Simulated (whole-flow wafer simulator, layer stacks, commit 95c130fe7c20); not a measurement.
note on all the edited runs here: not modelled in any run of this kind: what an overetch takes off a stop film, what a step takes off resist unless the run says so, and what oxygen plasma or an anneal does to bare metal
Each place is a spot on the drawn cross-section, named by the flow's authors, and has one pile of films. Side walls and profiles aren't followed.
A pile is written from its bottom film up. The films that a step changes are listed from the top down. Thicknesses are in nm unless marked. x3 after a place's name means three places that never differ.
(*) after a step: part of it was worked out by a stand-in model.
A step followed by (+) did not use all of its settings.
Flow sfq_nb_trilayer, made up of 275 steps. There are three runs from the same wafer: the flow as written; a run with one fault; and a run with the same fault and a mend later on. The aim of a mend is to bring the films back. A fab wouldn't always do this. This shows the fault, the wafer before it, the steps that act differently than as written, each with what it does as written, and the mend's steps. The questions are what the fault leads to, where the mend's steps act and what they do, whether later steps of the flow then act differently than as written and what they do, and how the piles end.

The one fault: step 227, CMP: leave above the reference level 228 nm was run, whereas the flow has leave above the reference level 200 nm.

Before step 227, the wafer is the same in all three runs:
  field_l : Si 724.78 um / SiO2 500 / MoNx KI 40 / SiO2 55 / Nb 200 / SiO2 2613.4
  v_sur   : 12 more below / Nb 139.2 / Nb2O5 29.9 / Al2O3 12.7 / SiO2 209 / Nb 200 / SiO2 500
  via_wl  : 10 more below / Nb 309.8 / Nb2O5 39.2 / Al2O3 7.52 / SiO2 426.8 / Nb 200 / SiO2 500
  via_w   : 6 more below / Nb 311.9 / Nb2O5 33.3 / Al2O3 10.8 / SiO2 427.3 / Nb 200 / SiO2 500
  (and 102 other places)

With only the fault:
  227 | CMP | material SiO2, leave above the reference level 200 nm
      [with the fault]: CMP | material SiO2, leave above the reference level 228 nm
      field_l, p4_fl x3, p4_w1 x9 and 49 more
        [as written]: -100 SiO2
        [with the fault]: -72 SiO2
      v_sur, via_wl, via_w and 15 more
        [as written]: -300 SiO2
        [with the fault]: -272 SiO2
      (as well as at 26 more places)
  Later steps of the flow acting differently than as written (3 other steps are not shown; they differ only slightly, by no more than 2% or 0.5 nm, whichever is larger):
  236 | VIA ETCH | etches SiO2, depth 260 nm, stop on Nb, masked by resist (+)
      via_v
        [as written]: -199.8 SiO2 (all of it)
        [with the fault]: -227.8 SiO2 (all of it)
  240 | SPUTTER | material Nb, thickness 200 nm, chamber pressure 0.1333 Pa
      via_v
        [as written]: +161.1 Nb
        [with the fault]: +154.5 Nb
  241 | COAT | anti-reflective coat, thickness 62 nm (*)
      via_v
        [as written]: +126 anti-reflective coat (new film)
        [with the fault]: +132.4 anti-reflective coat (new film)
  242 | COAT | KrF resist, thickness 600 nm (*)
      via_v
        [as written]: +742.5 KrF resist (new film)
        [with the fault]: +766 KrF resist (new film)
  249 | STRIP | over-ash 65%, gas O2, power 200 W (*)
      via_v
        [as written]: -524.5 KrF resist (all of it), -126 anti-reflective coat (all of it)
        [with the fault]: -547.9 KrF resist (all of it), -132.4 anti-reflective coat (all of it)
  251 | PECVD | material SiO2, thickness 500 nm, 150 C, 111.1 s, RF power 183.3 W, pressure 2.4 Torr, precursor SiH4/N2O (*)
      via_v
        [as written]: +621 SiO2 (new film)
        [with the fault]: +655.6 SiO2 (new film)
  The piles end different from the flow's at v_sur, via_wl, via_w and 62 more by more than 2% or 0.5 nm, whichever is larger.
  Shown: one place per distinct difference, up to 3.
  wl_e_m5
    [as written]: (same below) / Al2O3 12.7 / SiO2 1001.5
    [with the fault]: (same below) / Al2O3 12.7 / SiO2 1029.5
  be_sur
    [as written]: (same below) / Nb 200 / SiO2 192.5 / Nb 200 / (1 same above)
    [with the fault]: (same below) / Nb 200 / SiO2 220.5 / Nb 200 / (1 same above)
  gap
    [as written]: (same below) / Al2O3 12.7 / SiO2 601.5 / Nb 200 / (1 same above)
    [with the fault]: (same below) / Al2O3 12.7 / SiO2 629.5 / Nb 200 / (1 same above)

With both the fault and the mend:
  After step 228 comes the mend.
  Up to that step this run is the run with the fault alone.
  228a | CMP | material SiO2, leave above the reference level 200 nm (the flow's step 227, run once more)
      field_l, v_sur, via_wl and 103 more
        -28 SiO2
  None of the later steps of the flow acts differently than as written at any place that is followed.
  By the end, the piles equal the flow's at every place that both follow.
